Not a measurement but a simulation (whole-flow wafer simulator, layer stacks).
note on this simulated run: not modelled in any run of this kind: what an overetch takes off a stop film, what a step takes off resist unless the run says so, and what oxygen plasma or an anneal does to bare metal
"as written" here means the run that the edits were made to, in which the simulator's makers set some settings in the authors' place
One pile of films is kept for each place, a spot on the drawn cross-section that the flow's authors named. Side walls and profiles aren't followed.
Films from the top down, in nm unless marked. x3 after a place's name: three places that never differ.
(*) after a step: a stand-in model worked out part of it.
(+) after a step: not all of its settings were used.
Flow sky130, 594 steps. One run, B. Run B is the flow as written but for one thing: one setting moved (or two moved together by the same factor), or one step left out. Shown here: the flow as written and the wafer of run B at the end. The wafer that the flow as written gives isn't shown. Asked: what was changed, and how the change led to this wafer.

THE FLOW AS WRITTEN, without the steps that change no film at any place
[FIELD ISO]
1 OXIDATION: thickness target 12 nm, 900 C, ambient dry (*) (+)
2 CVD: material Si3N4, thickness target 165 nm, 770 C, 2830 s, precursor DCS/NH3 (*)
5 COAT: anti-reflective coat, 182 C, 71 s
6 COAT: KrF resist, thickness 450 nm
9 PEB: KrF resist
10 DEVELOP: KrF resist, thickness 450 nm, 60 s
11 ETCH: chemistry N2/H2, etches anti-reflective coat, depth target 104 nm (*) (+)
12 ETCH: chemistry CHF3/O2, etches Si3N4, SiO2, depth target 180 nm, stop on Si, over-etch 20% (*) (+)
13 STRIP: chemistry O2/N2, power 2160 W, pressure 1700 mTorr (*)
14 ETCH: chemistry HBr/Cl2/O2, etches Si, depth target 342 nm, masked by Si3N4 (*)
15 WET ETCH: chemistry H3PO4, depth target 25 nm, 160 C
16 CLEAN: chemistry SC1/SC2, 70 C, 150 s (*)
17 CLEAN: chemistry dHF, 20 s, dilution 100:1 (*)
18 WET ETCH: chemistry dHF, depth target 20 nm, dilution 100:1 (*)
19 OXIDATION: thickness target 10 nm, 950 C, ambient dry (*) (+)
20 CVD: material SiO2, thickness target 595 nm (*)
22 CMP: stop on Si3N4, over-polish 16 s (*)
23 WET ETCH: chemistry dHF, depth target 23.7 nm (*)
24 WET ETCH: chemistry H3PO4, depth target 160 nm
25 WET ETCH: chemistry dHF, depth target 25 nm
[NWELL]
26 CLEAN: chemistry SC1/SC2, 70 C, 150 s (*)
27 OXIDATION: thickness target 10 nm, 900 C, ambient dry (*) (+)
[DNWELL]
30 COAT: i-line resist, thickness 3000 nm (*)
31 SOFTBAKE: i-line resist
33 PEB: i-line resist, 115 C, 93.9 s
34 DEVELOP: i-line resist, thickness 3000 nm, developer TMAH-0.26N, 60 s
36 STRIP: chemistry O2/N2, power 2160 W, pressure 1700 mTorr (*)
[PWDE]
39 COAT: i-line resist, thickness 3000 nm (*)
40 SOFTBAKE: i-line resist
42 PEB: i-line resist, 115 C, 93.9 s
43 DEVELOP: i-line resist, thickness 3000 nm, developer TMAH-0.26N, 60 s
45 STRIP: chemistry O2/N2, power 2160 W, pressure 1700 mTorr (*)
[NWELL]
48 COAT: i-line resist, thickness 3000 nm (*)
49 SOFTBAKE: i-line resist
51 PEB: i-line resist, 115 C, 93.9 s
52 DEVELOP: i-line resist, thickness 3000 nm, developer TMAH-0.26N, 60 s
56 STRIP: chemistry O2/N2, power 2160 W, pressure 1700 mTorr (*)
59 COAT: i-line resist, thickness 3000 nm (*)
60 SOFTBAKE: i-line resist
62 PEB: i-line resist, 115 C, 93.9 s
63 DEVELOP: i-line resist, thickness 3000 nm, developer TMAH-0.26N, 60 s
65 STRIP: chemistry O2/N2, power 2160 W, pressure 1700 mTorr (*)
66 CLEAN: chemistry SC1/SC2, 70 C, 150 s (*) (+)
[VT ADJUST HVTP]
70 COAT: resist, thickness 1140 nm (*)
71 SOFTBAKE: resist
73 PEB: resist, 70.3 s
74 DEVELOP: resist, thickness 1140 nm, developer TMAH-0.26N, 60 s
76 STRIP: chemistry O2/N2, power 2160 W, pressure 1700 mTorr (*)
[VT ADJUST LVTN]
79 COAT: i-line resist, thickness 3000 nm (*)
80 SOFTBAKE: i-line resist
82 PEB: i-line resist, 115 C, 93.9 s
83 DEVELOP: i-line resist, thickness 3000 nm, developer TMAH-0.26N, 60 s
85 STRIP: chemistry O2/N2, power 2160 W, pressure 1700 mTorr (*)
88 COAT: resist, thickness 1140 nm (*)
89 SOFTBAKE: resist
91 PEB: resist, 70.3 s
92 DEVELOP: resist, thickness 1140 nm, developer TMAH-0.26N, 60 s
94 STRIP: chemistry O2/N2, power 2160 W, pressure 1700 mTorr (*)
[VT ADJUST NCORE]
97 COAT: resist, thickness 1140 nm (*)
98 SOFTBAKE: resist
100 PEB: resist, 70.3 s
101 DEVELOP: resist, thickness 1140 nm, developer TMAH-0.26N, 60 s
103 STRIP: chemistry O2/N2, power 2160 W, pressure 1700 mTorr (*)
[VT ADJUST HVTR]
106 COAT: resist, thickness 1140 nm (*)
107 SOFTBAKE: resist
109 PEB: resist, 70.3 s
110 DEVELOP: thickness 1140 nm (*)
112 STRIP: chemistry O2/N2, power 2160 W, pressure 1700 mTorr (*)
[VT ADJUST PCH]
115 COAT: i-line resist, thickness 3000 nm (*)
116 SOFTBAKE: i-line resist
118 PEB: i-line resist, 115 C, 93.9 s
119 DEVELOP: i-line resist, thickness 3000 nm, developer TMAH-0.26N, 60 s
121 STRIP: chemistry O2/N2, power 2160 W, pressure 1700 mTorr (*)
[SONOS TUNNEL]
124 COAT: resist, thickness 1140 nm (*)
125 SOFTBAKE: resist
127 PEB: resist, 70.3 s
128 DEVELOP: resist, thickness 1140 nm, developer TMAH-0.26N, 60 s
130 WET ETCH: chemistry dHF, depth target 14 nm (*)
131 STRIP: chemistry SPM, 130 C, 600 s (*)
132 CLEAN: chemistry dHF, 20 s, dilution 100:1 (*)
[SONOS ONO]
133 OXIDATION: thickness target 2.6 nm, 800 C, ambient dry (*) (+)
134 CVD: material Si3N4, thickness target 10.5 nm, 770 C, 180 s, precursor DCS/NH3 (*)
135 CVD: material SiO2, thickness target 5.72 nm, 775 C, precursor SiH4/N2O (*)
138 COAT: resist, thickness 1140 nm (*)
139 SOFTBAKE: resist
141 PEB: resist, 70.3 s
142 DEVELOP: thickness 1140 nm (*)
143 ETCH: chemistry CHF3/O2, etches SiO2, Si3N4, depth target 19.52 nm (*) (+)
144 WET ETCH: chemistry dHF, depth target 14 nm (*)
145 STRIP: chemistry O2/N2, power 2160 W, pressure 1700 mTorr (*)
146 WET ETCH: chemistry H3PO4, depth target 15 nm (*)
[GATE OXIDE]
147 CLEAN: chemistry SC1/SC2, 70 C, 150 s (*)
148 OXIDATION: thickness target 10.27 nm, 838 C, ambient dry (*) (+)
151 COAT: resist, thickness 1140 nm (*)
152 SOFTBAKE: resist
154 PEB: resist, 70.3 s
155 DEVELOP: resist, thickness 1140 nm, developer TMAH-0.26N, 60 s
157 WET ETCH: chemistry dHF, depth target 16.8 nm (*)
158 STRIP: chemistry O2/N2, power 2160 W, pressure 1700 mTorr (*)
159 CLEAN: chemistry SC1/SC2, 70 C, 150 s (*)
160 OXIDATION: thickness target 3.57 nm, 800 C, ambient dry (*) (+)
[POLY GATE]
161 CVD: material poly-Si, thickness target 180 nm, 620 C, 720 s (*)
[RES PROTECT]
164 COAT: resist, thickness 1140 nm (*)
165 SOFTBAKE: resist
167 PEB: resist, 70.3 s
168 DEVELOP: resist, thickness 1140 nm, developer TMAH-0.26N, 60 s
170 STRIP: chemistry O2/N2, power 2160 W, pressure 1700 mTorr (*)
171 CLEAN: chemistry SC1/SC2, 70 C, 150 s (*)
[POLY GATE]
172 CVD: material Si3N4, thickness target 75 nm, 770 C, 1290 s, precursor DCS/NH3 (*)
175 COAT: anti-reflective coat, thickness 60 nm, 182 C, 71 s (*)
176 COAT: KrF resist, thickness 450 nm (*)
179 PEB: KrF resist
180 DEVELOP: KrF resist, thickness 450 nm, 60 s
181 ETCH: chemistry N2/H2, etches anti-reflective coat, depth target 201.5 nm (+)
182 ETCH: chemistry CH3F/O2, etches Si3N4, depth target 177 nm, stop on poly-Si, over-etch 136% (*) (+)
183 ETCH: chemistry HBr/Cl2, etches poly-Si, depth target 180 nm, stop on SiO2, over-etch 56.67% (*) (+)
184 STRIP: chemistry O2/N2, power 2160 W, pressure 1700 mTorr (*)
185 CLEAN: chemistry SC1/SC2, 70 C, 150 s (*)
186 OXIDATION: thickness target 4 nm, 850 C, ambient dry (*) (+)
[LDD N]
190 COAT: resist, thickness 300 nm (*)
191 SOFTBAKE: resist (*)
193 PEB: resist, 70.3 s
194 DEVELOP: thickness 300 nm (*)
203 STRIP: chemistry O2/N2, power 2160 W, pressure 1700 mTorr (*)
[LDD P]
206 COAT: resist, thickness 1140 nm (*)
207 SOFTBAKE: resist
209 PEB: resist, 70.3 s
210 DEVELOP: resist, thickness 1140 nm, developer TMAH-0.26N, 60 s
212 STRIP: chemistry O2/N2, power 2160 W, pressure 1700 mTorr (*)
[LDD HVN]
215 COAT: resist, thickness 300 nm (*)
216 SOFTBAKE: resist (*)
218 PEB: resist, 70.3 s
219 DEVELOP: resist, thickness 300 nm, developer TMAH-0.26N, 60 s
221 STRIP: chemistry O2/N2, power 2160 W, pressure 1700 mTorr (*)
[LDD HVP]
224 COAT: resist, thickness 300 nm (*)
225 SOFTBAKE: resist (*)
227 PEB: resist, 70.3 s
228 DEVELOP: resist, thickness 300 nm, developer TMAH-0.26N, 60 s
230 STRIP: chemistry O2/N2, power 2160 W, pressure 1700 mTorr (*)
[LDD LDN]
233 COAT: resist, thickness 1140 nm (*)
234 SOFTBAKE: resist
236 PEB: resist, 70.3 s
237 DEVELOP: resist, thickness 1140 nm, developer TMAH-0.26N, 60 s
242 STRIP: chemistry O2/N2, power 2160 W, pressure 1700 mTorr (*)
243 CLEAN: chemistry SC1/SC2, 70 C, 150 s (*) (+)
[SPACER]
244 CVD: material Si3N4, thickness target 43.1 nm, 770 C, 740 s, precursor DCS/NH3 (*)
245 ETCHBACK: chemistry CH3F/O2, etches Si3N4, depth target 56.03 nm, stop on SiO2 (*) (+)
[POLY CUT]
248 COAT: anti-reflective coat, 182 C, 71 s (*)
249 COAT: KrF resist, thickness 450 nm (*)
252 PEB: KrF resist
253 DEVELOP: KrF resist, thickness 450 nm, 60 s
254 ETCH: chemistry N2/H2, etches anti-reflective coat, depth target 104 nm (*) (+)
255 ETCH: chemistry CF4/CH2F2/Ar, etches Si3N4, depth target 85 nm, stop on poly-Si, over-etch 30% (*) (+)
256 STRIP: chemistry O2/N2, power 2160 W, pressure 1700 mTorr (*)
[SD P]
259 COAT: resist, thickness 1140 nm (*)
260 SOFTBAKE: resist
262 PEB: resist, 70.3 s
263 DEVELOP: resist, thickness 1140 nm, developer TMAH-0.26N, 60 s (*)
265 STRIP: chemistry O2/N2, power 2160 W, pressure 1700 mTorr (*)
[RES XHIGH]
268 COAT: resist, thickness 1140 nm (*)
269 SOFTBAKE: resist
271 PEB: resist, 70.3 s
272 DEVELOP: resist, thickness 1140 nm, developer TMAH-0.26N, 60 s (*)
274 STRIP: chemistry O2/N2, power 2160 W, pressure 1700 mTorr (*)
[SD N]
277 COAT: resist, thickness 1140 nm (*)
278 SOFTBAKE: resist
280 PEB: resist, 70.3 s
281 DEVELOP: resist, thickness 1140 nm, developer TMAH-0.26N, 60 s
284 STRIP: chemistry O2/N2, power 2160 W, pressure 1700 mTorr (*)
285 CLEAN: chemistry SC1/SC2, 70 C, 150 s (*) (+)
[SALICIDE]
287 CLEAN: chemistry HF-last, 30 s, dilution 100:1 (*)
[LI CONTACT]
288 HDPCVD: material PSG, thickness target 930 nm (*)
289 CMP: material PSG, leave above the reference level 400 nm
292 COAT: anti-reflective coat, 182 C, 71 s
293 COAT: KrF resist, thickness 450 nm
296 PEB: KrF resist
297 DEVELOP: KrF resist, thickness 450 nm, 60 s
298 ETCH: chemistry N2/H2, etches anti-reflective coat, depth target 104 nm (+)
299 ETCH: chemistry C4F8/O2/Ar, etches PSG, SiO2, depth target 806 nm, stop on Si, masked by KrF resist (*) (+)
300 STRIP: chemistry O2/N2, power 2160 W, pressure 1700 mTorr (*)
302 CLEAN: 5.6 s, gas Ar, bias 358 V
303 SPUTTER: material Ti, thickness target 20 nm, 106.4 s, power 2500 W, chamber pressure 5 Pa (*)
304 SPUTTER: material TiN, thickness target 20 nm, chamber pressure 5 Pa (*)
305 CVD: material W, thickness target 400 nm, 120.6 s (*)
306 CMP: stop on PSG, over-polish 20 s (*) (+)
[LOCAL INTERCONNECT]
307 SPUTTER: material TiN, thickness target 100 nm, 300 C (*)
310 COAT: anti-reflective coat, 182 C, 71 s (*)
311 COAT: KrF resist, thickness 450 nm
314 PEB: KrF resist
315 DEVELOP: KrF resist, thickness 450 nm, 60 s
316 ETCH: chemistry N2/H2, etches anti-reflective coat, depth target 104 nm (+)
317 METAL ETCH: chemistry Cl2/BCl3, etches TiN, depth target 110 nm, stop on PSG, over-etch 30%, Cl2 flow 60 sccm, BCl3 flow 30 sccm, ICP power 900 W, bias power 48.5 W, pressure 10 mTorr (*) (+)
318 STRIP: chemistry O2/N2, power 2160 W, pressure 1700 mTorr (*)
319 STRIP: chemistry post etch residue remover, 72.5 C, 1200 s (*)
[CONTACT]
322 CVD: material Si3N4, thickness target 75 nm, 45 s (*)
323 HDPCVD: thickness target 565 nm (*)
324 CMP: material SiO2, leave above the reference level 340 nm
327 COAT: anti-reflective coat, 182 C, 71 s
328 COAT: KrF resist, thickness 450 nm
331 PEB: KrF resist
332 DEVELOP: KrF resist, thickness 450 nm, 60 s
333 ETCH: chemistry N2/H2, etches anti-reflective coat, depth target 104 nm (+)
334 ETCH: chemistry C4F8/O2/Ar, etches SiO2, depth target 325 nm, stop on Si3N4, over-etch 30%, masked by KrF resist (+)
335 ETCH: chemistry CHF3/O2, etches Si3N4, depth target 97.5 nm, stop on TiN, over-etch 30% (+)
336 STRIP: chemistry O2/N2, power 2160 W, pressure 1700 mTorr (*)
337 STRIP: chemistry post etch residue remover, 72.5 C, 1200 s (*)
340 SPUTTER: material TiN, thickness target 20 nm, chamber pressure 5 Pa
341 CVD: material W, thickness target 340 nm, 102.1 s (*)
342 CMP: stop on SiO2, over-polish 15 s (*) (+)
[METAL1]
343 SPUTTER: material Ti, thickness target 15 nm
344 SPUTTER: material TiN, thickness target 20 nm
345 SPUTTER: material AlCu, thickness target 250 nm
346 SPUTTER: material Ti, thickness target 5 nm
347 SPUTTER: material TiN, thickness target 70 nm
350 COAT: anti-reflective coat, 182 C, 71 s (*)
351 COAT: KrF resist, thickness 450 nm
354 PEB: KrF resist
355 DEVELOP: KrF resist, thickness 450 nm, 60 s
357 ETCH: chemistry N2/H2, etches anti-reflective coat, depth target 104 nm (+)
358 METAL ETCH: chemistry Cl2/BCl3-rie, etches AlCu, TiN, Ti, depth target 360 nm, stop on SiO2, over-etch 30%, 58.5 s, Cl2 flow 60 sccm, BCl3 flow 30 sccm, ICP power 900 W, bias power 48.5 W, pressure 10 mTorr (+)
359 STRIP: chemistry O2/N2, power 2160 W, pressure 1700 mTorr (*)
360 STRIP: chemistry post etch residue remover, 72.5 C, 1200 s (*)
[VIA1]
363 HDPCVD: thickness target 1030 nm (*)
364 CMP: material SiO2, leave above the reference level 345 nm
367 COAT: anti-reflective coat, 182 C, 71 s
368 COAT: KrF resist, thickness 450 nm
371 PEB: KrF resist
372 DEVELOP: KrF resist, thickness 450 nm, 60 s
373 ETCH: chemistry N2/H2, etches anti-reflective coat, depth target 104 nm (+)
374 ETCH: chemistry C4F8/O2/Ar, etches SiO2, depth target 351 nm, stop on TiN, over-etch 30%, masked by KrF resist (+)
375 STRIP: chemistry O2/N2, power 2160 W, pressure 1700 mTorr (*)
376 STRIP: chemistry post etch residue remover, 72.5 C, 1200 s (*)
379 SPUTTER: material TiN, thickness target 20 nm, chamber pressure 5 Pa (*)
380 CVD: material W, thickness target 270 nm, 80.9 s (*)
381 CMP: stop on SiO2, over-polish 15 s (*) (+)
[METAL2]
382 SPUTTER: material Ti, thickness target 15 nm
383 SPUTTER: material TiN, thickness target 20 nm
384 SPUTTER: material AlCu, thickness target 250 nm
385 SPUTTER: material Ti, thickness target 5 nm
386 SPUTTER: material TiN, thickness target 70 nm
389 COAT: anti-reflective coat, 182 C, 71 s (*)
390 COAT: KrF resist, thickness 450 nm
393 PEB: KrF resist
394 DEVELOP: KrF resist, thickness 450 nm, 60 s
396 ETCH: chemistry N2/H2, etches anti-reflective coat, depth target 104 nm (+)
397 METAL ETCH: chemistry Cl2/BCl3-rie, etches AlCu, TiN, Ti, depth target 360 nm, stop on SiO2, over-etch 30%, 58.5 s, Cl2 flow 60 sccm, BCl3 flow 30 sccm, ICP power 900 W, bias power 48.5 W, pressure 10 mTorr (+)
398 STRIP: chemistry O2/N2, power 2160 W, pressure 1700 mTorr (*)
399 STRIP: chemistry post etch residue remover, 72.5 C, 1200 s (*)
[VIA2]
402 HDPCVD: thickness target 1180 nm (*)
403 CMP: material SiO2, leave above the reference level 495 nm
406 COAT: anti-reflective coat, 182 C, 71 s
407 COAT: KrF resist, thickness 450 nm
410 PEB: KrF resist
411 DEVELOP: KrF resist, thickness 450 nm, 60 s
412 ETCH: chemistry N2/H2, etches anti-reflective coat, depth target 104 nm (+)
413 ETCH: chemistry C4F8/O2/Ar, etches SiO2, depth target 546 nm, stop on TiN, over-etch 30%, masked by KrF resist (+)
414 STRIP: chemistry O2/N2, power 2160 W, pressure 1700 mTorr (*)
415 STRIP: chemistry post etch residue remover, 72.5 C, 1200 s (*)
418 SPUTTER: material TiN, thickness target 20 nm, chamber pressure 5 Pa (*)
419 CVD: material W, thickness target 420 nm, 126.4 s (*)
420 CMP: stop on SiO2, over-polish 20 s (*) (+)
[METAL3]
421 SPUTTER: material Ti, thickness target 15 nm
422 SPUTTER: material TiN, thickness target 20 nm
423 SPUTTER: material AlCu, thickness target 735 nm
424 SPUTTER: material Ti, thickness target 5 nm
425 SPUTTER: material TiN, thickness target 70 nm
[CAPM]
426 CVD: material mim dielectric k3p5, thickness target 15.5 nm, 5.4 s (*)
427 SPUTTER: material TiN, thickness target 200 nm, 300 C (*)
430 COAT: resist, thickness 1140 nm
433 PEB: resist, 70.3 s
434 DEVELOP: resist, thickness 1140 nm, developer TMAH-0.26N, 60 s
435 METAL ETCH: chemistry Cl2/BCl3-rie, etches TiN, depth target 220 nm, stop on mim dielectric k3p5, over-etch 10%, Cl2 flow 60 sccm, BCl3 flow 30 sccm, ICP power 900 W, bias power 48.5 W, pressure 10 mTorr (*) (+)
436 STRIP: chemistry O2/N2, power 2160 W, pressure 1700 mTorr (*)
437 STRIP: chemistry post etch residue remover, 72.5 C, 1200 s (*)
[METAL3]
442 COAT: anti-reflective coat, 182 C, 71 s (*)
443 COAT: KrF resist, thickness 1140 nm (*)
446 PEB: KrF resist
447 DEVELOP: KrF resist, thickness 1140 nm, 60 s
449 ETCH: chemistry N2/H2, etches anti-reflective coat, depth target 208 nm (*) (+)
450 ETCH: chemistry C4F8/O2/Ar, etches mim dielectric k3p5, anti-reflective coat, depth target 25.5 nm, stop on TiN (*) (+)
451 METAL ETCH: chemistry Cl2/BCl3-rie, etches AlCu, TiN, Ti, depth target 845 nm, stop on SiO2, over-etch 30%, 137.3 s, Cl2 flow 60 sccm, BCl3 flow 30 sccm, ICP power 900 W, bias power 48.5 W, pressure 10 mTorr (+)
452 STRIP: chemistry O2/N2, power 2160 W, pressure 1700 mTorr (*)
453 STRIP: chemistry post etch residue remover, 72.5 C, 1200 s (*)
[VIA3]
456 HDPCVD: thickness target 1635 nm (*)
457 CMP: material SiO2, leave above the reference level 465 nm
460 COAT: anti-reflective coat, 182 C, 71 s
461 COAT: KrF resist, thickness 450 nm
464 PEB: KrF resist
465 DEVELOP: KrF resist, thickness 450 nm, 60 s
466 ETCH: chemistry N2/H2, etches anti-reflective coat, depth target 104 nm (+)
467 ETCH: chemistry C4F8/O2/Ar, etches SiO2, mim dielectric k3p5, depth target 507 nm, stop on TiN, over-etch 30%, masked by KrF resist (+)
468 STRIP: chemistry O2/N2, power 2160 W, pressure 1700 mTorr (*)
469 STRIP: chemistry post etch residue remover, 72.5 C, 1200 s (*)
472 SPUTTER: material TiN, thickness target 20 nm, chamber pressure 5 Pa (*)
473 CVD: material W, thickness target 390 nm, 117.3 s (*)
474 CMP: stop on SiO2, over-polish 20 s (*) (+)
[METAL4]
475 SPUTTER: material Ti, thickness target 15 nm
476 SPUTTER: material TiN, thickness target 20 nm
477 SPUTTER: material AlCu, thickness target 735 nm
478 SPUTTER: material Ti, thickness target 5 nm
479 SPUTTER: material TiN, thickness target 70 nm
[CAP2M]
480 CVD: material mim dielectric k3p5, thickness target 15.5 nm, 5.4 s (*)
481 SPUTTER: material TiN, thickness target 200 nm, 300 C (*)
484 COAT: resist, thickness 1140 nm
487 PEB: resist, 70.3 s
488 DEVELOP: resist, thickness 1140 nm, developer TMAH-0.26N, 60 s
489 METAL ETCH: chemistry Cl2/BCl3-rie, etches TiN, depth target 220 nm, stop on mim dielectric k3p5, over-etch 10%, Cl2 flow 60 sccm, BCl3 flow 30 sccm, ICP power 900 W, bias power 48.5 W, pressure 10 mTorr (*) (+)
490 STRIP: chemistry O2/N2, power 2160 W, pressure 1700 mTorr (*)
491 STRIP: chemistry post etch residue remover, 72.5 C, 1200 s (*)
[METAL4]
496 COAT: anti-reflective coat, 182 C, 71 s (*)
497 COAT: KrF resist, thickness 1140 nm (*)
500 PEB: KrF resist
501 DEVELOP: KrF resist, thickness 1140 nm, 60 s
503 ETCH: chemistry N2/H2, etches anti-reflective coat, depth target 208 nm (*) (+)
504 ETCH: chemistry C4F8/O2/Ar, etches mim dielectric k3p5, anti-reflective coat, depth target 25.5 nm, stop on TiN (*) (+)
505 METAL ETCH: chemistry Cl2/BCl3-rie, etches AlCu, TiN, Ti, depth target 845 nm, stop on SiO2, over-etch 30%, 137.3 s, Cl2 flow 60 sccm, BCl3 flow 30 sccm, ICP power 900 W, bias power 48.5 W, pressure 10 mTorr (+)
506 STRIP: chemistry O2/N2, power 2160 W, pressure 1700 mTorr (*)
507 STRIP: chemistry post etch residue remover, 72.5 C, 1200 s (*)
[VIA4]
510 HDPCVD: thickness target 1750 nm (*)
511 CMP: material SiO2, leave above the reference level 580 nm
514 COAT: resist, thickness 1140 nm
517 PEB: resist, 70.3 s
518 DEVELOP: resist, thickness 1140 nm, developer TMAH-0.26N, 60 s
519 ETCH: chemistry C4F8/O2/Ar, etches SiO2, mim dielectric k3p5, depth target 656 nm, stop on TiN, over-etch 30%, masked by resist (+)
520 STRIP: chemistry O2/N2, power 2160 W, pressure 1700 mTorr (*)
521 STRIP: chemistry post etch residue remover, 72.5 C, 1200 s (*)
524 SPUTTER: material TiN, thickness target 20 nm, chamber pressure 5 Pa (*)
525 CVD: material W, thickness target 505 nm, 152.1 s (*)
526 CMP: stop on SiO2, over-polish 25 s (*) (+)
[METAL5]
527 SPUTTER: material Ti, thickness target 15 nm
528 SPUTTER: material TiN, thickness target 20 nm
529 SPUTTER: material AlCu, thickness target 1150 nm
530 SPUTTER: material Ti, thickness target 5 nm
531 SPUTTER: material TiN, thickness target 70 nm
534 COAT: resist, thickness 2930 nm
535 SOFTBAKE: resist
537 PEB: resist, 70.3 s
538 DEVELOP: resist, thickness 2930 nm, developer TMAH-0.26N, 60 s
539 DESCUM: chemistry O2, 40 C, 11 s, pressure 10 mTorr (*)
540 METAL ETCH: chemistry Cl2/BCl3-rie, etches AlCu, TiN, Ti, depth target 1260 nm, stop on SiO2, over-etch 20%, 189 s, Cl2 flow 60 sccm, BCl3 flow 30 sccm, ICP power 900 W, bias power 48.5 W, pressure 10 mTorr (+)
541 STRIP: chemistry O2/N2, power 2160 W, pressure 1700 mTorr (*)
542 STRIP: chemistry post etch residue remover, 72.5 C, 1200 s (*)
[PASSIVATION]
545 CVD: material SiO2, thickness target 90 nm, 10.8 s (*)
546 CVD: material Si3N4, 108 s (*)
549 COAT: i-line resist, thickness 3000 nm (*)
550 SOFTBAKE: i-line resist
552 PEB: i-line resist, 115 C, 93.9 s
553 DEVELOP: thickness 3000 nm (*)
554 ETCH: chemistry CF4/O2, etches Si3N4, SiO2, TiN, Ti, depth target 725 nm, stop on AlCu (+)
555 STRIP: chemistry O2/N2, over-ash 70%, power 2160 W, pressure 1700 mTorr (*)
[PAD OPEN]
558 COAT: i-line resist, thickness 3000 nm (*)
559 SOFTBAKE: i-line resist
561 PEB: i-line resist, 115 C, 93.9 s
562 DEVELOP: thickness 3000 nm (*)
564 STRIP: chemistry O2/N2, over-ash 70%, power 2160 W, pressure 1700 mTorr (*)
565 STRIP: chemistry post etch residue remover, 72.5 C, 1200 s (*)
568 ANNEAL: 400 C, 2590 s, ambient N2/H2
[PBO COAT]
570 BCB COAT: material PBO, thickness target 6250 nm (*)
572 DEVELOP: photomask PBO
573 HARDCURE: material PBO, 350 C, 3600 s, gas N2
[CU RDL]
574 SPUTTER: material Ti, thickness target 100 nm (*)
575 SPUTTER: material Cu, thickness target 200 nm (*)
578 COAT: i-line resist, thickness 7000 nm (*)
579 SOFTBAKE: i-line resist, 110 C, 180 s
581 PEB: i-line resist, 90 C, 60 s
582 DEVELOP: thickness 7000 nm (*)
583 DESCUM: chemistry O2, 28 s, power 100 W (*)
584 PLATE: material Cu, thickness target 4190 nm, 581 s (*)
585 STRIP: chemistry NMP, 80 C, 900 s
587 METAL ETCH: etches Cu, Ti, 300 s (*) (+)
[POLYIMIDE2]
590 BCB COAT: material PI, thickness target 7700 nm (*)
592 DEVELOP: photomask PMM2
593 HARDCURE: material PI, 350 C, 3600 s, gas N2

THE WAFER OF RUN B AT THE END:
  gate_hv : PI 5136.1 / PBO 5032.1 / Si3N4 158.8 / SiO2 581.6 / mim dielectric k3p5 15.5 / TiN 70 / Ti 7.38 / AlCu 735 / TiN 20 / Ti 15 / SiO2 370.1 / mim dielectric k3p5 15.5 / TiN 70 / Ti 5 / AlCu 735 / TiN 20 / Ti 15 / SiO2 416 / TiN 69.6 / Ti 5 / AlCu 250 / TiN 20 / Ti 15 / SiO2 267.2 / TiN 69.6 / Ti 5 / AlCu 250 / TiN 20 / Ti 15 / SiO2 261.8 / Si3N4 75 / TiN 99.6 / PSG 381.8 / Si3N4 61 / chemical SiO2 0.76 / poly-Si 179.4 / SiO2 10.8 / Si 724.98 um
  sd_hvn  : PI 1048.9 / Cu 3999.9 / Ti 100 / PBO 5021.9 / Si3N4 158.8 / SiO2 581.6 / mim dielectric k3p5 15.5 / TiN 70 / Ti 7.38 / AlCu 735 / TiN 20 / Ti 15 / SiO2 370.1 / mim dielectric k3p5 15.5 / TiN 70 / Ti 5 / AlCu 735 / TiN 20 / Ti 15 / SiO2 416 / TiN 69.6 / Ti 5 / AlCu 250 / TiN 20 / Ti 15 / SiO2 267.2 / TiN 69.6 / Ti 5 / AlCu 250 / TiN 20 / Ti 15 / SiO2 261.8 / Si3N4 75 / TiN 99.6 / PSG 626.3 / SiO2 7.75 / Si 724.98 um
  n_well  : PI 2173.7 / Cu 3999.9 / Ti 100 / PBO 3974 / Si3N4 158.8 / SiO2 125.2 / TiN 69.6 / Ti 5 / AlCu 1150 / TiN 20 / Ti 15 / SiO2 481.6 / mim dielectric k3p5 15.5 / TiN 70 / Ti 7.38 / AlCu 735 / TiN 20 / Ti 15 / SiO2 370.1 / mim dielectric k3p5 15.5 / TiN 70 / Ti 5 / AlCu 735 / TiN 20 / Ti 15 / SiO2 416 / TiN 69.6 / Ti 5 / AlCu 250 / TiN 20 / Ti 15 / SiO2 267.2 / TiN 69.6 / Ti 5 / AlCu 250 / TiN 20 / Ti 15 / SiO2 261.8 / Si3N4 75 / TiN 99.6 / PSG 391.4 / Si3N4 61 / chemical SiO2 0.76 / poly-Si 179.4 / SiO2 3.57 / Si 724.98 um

The cause: step 478, SPUTTER: thickness target 7.38 nm was run, where the flow has thickness target 5 nm.
It can be read off the wafer: gate_hv has Ti 7.38, and step 478 as written asks for 5 nm.

How the change led to this, step by step:
  478 SPUTTER: material Ti, thickness target 5 nm
      field, active, n_well and 189 more: Ti +7.38 (new film) (as written it would be: Ti +5 (new film))
  505 METAL ETCH: chemistry Cl2/BCl3-rie, etches AlCu, TiN, Ti, depth target 845 nm, stop on SiO2, over-etch 30%, 137.3 s, Cl2 flow 60 sccm, BCl3 flow 30 sccm, ICP power 900 W, bias power 48.5 W, pressure 10 mTorr (+)
      field, gate, spacer and 68 more: TiN -70 (all of it), Ti -7.38 (all of it), AlCu -735 (all of it), TiN -20 (all of it), Ti -15 (all of it), SiO2 -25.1 (as written it would be: TiN -70 (all of it), Ti -5 (all of it), AlCu -735 (all of it), TiN -20 (all of it), Ti -15 (all of it), SiO2 -25.4)
      active, vpp_iso1, mim_edge_plate and 14 more: TiN -70 (all of it), Ti -7.38 (all of it), AlCu -735 (all of it), TiN -20 (all of it), Ti -15 (all of it), SiO2 -25.1 (as written it would be: TiN -70 (all of it), Ti -5 (all of it), AlCu -735 (all of it), TiN -20 (all of it), Ti -15 (all of it), SiO2 -25.3)
